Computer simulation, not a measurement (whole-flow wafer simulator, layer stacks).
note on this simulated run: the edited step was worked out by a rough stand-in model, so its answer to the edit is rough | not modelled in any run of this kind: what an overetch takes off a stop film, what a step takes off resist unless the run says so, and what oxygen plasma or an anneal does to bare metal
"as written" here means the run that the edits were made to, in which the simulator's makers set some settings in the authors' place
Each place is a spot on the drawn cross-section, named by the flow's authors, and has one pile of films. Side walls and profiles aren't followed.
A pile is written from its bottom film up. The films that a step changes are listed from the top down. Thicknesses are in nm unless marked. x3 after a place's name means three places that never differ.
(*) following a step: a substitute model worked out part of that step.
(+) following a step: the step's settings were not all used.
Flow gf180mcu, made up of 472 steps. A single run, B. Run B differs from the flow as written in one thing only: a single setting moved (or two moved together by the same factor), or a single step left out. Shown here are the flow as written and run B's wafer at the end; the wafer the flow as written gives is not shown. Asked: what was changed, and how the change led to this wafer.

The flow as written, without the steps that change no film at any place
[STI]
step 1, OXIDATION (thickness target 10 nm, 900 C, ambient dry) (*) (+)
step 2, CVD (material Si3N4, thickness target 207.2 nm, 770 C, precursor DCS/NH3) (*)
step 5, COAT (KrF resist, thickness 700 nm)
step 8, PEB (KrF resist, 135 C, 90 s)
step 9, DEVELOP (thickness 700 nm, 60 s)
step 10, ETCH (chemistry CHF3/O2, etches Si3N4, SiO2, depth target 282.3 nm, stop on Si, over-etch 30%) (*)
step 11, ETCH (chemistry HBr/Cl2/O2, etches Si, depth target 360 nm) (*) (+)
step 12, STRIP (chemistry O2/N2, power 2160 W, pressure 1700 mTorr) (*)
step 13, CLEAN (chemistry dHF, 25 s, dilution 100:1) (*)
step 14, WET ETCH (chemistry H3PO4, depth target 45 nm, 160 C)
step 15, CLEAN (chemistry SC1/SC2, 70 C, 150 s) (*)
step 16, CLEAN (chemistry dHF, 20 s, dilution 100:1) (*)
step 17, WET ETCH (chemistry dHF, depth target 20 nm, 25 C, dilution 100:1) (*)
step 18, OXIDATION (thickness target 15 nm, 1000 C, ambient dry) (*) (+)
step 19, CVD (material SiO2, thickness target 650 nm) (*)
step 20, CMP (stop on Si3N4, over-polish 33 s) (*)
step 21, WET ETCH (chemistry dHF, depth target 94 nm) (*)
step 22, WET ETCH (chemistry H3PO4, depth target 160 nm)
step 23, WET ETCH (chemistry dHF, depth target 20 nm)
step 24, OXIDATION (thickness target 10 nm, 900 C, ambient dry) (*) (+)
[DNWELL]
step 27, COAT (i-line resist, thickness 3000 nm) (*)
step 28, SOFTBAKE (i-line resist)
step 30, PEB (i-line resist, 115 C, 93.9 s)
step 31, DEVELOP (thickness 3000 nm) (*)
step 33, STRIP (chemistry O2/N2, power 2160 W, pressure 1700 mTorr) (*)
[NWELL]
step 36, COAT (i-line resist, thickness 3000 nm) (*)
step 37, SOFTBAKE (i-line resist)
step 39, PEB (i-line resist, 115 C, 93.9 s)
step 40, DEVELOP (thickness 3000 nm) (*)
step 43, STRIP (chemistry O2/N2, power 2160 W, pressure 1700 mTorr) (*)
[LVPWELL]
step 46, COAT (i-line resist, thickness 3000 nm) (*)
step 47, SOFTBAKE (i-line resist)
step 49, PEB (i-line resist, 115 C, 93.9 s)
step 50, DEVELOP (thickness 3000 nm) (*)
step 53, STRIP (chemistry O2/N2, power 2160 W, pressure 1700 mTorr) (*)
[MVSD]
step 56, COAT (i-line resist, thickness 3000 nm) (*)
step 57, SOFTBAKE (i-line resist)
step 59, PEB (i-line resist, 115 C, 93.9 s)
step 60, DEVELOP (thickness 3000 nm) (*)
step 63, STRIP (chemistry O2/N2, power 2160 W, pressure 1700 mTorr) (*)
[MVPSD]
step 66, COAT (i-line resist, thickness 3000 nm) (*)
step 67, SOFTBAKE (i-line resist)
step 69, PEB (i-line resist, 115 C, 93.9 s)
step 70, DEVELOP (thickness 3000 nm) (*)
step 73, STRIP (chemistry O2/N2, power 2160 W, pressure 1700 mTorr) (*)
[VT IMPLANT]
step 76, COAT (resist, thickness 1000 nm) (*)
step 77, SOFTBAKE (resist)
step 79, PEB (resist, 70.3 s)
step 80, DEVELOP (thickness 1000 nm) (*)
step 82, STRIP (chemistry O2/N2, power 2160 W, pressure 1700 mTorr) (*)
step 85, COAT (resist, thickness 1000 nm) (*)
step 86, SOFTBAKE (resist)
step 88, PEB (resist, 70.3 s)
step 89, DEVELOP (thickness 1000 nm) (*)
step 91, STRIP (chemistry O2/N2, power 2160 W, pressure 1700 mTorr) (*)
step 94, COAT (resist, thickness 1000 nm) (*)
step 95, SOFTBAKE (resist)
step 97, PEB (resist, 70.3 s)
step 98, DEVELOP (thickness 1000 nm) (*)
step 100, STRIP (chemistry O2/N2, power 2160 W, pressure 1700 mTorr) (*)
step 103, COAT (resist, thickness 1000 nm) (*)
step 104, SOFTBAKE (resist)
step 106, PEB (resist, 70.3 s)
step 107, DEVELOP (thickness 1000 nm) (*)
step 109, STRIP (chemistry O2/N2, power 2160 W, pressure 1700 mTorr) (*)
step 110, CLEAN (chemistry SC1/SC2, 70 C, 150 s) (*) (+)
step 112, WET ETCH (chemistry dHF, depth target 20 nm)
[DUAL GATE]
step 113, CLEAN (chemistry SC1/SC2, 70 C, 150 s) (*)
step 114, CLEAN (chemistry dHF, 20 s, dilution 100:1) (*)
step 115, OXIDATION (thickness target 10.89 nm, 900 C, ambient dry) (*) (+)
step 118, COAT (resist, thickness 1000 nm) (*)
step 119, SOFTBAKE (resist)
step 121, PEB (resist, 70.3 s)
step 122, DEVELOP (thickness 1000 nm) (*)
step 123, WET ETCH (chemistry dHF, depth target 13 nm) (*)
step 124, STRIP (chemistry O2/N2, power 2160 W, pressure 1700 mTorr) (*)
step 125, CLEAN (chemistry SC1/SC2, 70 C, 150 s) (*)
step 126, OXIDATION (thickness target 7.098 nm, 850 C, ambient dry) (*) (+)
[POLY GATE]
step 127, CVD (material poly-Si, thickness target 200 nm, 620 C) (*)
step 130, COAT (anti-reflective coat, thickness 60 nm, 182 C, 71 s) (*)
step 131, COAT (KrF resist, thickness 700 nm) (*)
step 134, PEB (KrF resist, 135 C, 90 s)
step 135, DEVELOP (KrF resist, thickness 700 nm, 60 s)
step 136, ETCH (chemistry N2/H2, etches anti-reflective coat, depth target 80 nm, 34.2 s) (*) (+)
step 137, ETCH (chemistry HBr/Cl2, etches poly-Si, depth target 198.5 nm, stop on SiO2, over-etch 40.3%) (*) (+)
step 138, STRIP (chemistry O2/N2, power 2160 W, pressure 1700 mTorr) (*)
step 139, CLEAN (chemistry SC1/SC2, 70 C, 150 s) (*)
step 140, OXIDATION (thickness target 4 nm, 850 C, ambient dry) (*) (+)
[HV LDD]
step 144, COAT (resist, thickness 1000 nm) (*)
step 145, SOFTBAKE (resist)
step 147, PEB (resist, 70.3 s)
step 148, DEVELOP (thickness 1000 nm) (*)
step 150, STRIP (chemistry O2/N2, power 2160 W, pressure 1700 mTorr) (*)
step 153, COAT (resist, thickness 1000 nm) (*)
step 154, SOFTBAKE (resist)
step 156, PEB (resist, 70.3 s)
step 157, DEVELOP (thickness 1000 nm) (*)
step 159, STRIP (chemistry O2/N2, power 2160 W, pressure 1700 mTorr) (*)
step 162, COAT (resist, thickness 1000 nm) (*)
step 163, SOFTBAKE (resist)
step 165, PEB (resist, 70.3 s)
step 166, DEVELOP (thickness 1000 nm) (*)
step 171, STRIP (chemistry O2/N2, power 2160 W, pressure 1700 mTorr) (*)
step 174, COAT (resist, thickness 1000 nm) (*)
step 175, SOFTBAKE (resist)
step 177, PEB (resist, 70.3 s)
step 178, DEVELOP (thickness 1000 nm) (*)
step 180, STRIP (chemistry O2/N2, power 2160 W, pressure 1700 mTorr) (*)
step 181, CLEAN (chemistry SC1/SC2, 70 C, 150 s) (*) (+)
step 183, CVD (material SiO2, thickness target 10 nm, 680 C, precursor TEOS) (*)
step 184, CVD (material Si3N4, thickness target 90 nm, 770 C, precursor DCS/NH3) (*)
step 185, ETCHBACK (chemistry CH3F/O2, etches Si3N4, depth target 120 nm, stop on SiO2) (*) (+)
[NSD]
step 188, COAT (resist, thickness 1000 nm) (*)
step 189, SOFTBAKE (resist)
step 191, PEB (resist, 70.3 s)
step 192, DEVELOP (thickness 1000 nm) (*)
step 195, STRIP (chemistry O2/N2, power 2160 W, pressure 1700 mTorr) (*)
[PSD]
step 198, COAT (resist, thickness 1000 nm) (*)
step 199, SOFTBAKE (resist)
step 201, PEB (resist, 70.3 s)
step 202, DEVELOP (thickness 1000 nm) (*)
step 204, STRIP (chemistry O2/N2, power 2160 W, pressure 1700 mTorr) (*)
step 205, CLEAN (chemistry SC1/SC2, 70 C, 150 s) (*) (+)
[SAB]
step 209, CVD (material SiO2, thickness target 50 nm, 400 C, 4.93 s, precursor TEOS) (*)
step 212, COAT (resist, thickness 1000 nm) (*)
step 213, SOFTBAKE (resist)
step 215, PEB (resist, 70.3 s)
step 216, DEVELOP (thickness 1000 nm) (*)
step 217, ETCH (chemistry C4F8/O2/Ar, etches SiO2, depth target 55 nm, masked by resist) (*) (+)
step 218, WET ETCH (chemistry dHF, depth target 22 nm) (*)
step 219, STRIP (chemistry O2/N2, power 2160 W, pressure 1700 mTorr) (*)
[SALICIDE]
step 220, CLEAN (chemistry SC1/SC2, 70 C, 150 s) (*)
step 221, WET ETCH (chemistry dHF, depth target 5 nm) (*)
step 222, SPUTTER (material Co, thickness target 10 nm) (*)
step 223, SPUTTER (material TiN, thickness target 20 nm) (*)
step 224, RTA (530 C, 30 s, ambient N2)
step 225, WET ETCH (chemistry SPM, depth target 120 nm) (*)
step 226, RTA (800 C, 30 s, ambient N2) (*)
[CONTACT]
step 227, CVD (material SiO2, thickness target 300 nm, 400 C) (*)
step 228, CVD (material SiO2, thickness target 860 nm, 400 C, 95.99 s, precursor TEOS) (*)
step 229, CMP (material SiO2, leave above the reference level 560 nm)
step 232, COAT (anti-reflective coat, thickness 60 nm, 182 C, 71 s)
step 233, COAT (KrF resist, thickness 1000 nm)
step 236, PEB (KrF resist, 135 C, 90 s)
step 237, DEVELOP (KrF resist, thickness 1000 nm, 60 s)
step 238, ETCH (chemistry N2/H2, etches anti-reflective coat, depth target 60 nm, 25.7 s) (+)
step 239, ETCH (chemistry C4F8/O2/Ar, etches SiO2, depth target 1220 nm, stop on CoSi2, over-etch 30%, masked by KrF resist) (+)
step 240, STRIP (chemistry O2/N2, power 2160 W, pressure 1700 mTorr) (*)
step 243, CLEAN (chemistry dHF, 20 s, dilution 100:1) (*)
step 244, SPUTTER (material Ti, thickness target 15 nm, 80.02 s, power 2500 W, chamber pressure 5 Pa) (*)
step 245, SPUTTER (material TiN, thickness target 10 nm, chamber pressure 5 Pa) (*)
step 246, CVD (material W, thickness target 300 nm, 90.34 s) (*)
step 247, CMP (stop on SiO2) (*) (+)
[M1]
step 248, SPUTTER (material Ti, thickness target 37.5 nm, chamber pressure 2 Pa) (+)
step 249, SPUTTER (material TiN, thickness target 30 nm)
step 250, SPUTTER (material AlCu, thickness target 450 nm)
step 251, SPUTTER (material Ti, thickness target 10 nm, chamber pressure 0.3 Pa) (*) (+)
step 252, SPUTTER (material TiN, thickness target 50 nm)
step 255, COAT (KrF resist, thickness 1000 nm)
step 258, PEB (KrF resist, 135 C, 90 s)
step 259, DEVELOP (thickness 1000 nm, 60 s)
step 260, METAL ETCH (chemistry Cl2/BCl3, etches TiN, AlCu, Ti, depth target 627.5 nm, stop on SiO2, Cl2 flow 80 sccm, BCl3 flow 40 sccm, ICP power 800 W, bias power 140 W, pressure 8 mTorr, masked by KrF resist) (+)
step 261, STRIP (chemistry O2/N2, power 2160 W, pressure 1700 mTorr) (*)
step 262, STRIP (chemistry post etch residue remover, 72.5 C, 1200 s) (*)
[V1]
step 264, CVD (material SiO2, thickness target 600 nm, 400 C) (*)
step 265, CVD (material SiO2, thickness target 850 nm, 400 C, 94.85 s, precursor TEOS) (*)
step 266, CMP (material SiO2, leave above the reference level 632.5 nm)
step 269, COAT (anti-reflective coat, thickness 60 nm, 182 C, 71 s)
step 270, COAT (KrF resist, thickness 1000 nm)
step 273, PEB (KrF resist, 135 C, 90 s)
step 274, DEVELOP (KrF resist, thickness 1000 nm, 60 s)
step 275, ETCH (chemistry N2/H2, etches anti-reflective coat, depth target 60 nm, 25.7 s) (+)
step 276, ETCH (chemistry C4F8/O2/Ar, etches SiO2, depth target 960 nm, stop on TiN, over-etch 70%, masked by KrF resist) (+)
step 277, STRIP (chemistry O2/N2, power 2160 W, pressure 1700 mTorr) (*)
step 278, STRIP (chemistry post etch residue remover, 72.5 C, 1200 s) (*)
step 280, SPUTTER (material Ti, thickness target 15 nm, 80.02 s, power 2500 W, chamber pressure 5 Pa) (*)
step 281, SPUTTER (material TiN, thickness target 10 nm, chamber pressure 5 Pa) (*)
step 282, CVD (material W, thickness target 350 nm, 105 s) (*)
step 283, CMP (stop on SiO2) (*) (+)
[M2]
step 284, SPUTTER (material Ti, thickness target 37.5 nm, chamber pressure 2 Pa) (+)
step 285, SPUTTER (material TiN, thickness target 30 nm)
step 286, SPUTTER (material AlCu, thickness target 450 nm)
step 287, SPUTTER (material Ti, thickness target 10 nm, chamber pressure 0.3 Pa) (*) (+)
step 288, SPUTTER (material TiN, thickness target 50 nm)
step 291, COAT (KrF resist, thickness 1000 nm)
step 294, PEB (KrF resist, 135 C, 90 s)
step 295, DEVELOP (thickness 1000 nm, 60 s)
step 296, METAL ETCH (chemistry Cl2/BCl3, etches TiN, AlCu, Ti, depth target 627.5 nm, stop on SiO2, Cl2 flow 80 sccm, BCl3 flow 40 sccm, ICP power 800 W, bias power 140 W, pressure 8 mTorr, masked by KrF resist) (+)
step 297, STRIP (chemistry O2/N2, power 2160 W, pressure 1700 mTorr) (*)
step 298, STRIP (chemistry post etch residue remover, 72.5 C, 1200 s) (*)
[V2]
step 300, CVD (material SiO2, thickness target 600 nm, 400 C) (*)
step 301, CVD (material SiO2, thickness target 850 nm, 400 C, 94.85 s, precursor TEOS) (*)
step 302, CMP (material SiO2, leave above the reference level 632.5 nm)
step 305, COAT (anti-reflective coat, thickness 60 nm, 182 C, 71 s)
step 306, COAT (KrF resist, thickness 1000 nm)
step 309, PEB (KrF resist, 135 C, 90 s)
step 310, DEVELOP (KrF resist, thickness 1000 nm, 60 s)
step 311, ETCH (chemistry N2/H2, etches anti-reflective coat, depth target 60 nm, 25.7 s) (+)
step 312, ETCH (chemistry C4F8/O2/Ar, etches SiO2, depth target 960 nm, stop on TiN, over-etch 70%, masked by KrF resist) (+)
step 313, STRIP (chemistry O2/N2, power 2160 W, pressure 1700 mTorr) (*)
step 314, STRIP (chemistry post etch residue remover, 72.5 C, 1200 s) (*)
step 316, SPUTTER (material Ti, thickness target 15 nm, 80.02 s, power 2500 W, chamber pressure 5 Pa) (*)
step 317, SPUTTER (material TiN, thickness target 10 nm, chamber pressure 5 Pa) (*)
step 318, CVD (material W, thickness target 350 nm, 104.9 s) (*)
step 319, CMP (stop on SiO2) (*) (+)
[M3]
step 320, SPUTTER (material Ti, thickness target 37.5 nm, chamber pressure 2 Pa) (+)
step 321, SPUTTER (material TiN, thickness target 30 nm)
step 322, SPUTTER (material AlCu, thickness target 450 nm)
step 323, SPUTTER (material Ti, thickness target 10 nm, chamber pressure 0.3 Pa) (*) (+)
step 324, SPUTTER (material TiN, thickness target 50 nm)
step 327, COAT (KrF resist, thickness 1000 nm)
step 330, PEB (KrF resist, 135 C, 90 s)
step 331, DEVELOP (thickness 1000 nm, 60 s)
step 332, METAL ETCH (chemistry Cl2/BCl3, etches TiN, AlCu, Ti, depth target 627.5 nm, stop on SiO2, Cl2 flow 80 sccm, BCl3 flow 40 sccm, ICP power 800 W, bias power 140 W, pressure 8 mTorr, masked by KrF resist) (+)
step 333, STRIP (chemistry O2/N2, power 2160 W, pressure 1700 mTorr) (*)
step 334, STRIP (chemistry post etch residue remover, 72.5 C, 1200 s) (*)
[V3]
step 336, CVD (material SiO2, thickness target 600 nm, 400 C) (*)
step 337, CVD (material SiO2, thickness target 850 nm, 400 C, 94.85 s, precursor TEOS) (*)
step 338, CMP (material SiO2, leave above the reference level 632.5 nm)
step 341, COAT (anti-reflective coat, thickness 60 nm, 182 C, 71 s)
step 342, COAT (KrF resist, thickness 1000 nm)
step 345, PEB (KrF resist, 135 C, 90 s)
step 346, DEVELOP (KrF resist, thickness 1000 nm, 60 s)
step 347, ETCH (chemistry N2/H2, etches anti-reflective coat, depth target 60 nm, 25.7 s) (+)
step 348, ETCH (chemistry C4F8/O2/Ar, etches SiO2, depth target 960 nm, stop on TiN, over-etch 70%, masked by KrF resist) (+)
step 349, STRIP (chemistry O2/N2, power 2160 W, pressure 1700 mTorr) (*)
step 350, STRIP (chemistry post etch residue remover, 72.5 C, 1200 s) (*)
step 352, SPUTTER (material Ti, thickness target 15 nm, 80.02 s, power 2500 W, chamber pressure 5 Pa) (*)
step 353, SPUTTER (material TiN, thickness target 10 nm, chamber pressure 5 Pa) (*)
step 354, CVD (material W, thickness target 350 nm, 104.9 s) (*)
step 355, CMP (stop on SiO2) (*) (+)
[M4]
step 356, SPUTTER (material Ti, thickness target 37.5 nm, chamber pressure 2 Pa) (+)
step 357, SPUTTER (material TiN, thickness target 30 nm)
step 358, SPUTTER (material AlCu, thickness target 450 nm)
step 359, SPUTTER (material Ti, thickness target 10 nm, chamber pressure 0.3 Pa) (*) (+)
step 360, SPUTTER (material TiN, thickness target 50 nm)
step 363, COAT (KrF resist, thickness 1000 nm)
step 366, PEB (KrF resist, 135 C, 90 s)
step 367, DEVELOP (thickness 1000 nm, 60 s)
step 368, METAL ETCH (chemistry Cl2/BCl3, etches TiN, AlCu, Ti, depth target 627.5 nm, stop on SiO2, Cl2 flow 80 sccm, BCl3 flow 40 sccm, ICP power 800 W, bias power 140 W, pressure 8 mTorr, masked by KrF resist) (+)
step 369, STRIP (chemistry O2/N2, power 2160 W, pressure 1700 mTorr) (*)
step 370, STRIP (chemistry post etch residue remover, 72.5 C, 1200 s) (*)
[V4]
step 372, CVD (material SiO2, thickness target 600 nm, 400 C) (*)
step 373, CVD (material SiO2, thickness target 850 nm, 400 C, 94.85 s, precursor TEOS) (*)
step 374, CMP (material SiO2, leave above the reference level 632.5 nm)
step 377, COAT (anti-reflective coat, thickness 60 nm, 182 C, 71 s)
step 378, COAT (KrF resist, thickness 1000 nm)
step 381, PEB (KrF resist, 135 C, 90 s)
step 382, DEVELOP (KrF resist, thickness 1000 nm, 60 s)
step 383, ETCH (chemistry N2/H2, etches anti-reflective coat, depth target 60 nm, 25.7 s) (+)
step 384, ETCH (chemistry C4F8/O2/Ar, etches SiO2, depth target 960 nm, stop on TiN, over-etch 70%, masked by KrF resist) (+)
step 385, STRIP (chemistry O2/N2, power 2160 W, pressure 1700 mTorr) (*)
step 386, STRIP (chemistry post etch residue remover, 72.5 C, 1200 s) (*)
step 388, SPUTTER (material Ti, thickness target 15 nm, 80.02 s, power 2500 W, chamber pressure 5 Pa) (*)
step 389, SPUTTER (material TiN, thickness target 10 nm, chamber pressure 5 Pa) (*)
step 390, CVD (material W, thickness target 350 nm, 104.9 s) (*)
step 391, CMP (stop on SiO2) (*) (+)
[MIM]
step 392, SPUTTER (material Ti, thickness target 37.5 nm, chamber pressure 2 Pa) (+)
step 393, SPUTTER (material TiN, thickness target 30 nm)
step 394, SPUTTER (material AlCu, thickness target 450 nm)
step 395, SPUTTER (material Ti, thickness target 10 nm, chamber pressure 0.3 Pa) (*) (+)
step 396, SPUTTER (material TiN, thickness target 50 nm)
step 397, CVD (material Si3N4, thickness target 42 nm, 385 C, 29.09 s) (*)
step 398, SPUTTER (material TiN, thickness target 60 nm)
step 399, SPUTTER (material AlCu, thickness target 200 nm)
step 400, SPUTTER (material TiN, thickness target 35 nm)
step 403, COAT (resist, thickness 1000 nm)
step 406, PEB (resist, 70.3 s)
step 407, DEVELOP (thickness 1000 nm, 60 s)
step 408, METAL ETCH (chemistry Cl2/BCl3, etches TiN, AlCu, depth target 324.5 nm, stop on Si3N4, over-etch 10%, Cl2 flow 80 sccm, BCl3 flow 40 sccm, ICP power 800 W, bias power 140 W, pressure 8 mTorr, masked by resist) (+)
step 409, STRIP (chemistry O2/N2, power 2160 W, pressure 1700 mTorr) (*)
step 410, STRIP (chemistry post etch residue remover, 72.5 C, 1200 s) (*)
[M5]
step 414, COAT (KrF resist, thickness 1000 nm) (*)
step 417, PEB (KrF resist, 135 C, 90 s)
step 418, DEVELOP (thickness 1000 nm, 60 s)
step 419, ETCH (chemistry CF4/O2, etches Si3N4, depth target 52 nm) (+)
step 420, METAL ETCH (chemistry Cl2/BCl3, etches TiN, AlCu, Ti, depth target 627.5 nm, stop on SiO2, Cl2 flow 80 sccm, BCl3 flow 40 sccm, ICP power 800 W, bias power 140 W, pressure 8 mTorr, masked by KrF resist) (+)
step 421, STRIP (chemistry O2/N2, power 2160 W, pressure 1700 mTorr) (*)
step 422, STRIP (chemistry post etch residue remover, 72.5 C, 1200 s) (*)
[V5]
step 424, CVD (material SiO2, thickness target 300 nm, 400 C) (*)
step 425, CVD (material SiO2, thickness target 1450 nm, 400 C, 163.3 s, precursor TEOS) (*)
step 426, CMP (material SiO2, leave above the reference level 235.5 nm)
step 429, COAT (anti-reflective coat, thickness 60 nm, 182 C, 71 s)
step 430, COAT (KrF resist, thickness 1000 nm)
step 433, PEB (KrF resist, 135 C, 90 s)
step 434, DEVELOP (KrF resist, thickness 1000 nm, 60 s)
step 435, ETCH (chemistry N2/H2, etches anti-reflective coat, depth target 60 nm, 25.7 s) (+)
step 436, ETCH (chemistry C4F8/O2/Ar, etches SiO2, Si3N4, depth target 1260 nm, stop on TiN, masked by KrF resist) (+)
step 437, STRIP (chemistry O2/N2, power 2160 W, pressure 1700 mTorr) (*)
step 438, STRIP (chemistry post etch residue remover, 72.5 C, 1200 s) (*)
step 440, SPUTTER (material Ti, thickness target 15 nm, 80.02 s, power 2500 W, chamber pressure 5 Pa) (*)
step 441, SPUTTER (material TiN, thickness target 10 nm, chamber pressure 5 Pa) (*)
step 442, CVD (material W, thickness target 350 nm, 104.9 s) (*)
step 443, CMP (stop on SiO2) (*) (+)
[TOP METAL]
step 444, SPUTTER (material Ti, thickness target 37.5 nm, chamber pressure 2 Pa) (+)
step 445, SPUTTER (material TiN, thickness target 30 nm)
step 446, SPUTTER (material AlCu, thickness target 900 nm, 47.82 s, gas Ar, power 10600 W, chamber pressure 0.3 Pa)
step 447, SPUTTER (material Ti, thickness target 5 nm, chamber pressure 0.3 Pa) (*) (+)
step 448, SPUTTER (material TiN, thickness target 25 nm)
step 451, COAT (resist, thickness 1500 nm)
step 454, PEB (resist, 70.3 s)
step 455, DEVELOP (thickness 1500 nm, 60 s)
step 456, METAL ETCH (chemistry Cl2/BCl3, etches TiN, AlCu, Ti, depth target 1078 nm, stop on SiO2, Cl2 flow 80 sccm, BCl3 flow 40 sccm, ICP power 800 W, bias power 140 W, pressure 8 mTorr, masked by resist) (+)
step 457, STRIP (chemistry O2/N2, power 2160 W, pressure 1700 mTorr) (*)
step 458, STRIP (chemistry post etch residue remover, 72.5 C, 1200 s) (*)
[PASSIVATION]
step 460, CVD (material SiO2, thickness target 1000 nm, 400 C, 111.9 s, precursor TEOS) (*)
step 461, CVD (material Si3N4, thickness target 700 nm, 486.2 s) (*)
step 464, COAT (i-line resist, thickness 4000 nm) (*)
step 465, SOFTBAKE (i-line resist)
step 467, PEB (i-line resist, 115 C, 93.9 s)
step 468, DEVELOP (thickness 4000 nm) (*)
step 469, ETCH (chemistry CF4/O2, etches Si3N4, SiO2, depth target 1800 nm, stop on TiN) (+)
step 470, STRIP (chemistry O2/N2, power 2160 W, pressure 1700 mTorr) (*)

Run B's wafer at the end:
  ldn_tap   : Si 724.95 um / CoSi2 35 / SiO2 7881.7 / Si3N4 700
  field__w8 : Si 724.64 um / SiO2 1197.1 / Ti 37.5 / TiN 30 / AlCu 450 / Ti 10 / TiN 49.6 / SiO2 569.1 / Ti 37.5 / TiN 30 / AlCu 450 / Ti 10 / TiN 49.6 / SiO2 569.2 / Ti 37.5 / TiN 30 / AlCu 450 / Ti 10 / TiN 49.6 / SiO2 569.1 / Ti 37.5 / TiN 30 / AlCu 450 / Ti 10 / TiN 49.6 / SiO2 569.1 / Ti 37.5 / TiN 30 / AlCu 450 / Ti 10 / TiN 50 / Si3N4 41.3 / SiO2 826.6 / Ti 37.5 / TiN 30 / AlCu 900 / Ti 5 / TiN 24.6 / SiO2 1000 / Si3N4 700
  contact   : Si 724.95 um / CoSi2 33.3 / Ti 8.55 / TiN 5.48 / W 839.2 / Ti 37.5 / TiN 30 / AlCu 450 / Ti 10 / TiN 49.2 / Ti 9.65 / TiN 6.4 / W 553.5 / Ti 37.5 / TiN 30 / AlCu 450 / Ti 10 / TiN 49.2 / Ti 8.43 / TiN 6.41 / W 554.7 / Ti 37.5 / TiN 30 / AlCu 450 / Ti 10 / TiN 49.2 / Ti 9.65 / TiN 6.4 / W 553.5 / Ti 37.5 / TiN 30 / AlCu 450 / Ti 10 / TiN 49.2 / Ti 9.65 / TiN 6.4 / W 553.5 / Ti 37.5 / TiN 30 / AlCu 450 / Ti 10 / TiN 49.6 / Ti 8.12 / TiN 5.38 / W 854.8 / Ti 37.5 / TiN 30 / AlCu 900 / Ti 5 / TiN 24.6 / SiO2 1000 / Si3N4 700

The reason: step 316, SPUTTER: 70.02 s was run, though the flow has 80.02 s.

How this came from the change, step by step:
  step 316, SPUTTER (material Ti, thickness target 15 nm, 80.02 s, power 2500 W, chamber pressure 5 Pa) (*)
      field, field__w1, field__w2 and 107 more: +13.1 Ti (new film) (in the flow as written it would be: +15 Ti (new film))
      contact: +8.43 Ti (new film) (in the flow as written it would be: +9.65 Ti (new film))
  step 319, CMP (stop on SiO2) (*) (+)
      field, field__w1, field__w2 and 107 more: -350 W (all of it), -10 TiN (all of it), -13.1 Ti (all of it), -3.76 SiO2 (in the flow as written it would be: -350 W (all of it), -10 TiN (all of it), -15 Ti (all of it), -3.78 SiO2)
